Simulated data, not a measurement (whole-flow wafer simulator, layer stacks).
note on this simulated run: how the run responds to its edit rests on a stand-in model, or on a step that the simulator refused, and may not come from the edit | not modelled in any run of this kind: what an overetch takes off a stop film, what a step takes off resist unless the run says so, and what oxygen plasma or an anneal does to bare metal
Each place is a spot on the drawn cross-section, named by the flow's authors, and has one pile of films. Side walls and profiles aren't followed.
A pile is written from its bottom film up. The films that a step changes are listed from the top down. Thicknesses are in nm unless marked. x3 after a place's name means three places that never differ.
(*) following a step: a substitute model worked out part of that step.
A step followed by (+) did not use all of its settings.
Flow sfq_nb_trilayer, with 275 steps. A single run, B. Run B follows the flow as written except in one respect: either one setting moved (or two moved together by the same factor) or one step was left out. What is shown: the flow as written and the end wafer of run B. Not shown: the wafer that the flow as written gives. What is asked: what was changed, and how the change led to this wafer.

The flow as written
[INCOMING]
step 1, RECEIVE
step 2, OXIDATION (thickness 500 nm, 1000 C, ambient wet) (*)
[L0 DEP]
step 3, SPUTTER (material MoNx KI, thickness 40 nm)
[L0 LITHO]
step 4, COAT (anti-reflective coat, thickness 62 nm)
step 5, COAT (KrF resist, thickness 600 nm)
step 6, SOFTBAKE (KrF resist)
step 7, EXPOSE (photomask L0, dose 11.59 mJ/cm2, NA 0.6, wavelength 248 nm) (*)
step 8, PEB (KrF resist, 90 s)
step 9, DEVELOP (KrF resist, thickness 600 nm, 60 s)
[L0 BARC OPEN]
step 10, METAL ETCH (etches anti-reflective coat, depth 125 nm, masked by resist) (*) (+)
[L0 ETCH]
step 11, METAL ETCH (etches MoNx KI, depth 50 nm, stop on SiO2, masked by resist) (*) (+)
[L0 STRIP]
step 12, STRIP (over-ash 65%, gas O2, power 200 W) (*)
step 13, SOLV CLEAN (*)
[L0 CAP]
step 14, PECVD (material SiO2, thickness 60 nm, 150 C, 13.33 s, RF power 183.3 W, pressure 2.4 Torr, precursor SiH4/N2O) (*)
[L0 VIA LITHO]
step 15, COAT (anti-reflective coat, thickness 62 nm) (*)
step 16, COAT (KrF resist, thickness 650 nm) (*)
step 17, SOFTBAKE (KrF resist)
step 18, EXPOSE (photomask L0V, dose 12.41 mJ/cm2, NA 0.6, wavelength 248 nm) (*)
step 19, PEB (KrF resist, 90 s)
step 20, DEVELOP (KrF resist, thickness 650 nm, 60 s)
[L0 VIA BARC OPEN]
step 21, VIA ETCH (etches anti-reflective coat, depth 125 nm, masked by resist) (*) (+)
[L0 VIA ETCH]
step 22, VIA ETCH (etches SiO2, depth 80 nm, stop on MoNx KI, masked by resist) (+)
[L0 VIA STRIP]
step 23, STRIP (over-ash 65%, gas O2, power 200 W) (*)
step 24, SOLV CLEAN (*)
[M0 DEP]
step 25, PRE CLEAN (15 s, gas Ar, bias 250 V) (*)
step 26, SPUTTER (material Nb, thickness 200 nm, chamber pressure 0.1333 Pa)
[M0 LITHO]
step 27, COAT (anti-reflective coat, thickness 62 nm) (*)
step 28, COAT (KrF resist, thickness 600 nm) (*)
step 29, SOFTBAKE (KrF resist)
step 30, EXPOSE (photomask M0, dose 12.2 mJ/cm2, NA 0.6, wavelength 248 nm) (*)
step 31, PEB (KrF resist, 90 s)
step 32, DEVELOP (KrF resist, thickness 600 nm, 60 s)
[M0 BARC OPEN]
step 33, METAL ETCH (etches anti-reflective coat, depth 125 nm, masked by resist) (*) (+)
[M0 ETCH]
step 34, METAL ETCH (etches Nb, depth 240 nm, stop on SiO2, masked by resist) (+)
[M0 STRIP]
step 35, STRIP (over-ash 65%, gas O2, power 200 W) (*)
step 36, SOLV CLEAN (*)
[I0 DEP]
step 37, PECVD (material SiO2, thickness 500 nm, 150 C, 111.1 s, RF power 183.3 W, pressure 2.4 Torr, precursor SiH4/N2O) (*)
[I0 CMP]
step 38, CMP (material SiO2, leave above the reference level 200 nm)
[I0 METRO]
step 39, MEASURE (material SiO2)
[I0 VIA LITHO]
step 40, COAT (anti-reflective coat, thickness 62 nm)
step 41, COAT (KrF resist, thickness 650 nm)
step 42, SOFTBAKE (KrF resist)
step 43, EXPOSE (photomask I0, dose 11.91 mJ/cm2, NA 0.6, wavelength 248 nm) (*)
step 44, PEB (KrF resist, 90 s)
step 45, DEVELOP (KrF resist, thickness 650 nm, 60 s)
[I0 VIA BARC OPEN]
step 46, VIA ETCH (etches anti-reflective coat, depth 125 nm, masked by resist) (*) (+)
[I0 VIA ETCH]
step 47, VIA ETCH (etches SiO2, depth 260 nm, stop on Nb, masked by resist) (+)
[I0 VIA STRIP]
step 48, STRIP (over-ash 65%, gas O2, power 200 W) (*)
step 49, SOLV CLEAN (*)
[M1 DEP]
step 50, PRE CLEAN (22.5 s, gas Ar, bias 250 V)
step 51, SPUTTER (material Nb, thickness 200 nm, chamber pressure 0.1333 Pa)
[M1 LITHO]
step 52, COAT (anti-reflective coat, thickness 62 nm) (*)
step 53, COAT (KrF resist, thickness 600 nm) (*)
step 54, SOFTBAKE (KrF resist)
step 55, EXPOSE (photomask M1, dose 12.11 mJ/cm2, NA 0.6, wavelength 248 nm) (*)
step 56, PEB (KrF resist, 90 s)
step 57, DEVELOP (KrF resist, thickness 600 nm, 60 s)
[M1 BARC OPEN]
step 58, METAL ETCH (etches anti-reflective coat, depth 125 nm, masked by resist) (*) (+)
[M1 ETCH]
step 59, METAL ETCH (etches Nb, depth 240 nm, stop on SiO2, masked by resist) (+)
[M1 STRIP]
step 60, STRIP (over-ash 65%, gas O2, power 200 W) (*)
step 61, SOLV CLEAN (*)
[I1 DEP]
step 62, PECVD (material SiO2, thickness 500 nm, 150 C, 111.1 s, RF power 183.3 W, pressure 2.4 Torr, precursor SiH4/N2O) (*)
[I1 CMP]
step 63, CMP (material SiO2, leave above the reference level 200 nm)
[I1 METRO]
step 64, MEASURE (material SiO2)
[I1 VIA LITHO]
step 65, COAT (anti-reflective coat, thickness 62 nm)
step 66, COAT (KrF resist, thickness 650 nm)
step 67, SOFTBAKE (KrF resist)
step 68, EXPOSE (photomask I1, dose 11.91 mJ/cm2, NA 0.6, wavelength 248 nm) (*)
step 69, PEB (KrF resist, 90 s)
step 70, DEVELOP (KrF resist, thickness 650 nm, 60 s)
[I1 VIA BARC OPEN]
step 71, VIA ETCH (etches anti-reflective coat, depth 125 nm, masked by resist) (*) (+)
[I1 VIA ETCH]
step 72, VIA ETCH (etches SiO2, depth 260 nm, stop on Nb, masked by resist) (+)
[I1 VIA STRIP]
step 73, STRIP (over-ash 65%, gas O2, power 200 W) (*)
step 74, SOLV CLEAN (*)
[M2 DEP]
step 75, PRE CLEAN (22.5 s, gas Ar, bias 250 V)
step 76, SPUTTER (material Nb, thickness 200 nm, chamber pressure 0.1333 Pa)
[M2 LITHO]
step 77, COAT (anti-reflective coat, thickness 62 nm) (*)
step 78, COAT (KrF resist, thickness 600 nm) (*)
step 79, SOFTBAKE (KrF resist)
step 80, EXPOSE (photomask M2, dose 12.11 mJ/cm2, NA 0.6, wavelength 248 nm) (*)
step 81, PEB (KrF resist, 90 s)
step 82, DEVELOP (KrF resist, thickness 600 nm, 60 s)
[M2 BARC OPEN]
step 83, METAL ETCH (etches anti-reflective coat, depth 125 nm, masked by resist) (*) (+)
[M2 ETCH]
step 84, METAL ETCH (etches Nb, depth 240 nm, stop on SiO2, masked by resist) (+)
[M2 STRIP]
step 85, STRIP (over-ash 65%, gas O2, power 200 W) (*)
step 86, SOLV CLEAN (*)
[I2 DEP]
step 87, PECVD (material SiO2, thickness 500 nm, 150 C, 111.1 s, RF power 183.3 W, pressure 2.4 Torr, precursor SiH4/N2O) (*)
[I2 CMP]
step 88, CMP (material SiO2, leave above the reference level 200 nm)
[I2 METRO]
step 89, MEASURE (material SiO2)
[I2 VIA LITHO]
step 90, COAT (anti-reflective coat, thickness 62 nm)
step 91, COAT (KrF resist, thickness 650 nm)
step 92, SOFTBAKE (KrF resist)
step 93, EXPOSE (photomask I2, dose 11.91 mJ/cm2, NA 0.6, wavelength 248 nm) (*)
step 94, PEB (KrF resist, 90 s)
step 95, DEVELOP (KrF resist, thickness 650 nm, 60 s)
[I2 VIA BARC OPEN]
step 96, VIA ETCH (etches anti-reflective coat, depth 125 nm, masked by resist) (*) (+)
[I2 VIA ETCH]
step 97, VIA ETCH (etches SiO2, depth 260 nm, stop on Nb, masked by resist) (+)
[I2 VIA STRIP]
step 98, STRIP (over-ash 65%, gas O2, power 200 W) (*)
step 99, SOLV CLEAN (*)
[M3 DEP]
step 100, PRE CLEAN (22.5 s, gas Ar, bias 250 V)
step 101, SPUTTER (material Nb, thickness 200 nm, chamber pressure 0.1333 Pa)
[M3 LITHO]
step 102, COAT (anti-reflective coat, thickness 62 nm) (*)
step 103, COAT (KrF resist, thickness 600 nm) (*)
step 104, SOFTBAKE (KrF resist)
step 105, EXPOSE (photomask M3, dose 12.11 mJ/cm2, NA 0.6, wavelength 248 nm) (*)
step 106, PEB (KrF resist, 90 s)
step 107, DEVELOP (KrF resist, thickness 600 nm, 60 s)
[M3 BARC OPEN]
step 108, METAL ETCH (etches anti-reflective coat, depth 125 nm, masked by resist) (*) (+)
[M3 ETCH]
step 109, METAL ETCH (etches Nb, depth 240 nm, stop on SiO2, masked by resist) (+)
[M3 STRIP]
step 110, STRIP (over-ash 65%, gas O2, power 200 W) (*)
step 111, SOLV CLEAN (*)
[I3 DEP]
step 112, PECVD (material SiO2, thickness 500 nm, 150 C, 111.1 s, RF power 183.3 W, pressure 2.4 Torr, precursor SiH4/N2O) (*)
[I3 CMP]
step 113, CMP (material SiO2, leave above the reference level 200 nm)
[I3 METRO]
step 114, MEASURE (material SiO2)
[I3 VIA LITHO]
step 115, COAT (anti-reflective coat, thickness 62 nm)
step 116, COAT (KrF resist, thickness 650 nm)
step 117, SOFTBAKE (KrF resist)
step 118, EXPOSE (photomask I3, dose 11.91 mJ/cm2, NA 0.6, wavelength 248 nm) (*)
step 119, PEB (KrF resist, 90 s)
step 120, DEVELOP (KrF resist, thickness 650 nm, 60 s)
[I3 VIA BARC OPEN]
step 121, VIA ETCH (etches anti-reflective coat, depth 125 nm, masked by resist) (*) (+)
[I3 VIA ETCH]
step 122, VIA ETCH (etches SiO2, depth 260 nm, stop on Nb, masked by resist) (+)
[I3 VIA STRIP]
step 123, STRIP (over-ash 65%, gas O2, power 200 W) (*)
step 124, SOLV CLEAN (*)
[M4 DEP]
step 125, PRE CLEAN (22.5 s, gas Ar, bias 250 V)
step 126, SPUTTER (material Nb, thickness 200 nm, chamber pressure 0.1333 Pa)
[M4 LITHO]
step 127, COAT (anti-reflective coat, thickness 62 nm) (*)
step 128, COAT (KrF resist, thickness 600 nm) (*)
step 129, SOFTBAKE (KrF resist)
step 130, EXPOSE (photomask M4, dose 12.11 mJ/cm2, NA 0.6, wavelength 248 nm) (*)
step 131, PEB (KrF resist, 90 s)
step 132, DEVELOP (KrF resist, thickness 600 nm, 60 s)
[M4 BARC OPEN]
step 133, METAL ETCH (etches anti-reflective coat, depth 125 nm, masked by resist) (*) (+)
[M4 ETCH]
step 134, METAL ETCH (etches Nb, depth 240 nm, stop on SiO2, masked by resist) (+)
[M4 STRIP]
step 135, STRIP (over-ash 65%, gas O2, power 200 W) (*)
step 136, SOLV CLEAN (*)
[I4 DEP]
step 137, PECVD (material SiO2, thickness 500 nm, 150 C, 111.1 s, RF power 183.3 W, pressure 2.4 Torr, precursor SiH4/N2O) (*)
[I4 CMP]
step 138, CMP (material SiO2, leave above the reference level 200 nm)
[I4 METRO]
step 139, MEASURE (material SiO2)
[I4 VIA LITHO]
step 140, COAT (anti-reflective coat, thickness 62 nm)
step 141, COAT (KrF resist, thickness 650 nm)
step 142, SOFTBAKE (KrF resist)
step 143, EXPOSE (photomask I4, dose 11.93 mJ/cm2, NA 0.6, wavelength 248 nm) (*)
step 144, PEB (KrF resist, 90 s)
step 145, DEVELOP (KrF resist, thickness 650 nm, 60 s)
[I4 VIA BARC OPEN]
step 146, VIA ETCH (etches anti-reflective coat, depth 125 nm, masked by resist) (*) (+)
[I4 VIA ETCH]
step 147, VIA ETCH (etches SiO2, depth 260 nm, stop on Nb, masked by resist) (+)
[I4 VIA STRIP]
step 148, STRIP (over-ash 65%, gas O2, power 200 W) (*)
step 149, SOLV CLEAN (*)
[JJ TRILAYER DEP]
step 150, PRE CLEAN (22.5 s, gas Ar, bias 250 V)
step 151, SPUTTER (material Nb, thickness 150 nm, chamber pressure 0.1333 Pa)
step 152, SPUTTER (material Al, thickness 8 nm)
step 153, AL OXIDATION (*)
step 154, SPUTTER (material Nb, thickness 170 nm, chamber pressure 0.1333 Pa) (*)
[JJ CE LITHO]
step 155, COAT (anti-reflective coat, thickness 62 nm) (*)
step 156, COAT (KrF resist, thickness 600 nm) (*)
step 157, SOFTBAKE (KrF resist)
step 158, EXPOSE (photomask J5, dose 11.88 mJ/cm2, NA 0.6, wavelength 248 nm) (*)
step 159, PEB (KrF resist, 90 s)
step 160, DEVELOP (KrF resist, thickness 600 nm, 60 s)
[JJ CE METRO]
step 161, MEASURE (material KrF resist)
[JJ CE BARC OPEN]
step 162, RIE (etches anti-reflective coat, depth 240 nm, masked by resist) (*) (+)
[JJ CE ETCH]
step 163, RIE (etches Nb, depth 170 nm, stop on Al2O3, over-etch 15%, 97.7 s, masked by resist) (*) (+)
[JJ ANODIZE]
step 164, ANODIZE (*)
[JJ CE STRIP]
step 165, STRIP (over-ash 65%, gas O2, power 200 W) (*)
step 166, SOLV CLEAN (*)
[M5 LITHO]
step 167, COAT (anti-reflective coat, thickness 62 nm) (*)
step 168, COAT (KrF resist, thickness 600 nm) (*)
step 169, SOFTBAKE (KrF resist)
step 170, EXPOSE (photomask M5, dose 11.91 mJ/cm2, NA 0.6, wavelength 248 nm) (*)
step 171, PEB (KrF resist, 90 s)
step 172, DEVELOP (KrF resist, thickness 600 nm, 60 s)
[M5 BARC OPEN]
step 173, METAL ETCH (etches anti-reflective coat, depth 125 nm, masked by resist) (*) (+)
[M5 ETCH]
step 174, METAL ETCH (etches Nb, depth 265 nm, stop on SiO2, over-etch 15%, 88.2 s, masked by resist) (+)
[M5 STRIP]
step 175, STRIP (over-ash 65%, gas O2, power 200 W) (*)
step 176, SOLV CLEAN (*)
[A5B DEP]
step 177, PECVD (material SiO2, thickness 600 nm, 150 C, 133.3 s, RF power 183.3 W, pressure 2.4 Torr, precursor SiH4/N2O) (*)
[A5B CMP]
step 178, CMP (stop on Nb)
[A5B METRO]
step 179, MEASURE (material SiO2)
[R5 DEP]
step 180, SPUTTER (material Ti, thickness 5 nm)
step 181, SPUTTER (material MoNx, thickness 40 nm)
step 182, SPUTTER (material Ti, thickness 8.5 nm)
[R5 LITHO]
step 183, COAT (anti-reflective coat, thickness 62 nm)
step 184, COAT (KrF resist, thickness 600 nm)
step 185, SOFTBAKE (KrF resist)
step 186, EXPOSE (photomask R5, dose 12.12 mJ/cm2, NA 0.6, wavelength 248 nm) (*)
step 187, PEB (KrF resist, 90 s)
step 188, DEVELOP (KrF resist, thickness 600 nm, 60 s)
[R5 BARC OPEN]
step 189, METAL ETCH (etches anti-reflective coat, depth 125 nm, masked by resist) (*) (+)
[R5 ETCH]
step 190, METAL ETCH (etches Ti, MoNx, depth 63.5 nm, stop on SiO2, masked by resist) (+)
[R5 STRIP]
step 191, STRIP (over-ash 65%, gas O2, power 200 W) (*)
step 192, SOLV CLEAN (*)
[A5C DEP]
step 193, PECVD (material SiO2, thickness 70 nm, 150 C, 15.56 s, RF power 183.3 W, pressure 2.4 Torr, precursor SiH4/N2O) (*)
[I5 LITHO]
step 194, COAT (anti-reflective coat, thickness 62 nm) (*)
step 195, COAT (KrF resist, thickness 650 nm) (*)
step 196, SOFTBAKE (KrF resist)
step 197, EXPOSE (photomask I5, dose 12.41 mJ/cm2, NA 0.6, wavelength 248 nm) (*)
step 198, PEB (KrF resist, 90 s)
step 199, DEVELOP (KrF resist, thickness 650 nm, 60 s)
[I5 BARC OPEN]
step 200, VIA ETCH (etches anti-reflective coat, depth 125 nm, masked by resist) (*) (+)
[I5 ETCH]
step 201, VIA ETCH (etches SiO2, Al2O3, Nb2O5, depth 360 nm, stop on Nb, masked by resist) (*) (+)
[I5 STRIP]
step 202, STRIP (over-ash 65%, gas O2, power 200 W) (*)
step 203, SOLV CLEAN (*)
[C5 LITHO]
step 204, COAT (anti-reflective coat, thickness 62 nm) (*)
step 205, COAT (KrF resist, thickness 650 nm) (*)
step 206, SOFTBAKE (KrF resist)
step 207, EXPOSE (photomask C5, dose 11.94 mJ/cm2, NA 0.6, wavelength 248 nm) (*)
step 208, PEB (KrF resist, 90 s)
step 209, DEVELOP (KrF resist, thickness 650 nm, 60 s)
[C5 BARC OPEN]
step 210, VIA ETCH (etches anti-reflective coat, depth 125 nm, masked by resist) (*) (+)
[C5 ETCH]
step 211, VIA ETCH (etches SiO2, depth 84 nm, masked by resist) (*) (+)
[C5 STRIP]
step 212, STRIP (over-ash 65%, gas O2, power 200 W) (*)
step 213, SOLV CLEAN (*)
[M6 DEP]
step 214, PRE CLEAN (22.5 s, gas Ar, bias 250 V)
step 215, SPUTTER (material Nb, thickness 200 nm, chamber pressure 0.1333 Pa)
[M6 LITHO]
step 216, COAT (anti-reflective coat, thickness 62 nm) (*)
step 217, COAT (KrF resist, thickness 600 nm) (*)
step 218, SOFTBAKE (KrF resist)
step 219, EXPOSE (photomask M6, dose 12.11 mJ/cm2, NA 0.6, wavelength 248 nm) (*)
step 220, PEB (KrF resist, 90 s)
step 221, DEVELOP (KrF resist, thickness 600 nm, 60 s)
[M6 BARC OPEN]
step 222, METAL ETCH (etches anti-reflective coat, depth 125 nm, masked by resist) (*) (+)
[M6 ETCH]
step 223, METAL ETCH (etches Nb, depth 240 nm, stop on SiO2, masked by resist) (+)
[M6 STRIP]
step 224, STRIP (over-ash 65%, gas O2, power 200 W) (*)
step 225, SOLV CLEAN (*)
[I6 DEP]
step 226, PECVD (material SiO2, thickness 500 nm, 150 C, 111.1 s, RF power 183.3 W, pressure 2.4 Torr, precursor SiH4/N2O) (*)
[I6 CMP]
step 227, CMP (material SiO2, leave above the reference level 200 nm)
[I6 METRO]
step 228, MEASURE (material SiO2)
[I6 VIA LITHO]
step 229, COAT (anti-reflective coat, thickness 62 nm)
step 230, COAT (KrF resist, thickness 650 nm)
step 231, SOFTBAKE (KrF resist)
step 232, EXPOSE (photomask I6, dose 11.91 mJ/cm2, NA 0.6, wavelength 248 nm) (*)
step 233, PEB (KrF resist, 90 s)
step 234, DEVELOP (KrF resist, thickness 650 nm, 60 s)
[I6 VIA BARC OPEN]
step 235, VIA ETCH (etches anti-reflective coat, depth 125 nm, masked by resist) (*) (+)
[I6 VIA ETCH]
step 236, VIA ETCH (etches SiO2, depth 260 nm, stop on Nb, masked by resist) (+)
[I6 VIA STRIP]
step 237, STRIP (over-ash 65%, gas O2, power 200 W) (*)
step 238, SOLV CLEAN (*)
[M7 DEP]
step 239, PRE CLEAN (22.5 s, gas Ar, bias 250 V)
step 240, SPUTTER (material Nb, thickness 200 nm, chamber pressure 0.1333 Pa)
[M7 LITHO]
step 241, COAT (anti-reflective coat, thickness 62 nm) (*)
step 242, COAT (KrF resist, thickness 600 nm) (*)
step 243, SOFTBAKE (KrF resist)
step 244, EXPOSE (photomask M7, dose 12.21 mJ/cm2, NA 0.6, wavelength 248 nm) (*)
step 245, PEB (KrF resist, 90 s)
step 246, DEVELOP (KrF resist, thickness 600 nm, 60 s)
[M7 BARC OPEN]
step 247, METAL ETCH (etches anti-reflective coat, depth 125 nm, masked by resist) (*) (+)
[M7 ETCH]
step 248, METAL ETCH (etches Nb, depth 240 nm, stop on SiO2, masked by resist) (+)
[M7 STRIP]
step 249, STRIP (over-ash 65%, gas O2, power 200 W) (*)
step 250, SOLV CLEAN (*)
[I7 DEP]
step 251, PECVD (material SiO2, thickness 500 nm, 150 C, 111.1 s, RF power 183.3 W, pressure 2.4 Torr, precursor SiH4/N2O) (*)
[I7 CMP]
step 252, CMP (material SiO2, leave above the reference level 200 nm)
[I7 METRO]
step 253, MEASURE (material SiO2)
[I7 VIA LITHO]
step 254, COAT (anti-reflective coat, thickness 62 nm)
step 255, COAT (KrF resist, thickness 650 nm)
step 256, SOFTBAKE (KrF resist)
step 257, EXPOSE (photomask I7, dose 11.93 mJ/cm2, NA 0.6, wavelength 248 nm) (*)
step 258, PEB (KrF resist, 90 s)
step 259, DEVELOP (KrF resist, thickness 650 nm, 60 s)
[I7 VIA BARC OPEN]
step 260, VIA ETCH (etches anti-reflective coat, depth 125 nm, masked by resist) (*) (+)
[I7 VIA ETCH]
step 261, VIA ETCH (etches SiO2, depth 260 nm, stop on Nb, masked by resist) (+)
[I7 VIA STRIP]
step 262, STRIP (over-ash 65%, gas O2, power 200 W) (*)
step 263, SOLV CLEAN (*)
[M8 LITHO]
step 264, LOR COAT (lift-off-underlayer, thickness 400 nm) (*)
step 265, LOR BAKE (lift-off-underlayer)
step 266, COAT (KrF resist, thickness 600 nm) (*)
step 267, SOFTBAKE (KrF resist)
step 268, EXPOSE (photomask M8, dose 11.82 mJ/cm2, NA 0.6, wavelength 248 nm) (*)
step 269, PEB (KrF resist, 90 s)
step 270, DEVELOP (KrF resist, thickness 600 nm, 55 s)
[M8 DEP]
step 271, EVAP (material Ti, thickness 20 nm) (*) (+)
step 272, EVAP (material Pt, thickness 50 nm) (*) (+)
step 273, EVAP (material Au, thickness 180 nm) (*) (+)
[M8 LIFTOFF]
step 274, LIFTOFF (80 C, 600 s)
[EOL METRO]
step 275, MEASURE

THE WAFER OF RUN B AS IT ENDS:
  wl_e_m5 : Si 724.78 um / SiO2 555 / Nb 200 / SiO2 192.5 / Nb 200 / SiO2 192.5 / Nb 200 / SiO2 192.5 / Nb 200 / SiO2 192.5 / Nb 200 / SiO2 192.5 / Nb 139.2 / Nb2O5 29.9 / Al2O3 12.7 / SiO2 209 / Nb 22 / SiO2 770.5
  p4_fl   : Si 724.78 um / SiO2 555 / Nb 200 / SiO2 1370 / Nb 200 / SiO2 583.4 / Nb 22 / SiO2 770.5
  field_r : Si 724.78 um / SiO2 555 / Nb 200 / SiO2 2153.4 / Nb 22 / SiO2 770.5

The reason: step 223, METAL ETCH: depth 178 nm was run, while the flow as written has depth 240 nm.

The path from the change to this, step by step:
  step 223, METAL ETCH (etches Nb, depth 240 nm, stop on SiO2, masked by resist) (+)
      field_l, gap, moat and 76 more: Nb loses 178 (it would be, as written: Nb loses 200 (all of it))
      v_sur, via_wl, via_w and 24 more: KrF resist loses 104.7 (it would be, as written: KrF resist loses 141.2)
  step 224, STRIP (over-ash 65%, gas O2, power 200 W) (*)
      wl_j_sl, wl_j_sr: KrF resist loses 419 (all of it), anti-reflective coat loses 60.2 (all of it) (it would be, as written: KrF resist loses 382.5 (all of it), anti-reflective coat loses 60.2 (all of it))
      wl_c_m6, wl_f_m6: KrF resist loses 418.7 (all of it), anti-reflective coat loses 62 (all of it) (it would be, as written: KrF resist loses 382.3 (all of it), anti-reflective coat loses 62 (all of it))
      (and at 23 other places as well)
  step 226, PECVD (material SiO2, thickness 500 nm, 150 C, 111.1 s, RF power 183.3 W, pressure 2.4 Torr, precursor SiH4/N2O) (*)
      field_l, p4_fl, p4_fm and 62 more: SiO2 gains 500 (new film) (it would be, as written: SiO2 gains 500)
      moat, field_r, lsp_l, ln_m5, lsp_m: SiO2 gains 494.3 (new film) (it would be, as written: SiO2 gains 493.6)
      (and at 9 other places as well)
  step 227, CMP (material SiO2, leave above the reference level 200 nm)
      field_l, p4_fl, p4_fm and 59 more: SiO2 loses 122 (it would be, as written: SiO2 loses 100)
      moat, field_r, lsp_l, ln_m5, lsp_m: SiO2 loses 116.3 (it would be, as written: SiO2 loses 93.6)
      (and at 8 other places as well)
If metal films that touch count as one body, wl_e_m5 has 7 bodies (between them, from the top down: SiO2 209 / Al2O3 12.7 / Nb2O5 29.9; SiO2 192.5; SiO2 192.5; SiO2 192.5; SiO2 192.5; SiO2 192.5); the flow as written gives 6 bodies (between them, from the top down: SiO2 192.5; SiO2 192.5; SiO2 192.5; SiO2 192.5; SiO2 192.5).
If metal films that touch count as one body, p4_fl has 3 bodies (between them, from the top down: SiO2 583.4; SiO2 1370); the flow as written gives 2 bodies (between them, from the top down: SiO2 1370).
If metal films that touch count as one body, field_r has 2 bodies (between them, from the top down: SiO2 2153.4); the flow as written gives 1 body.
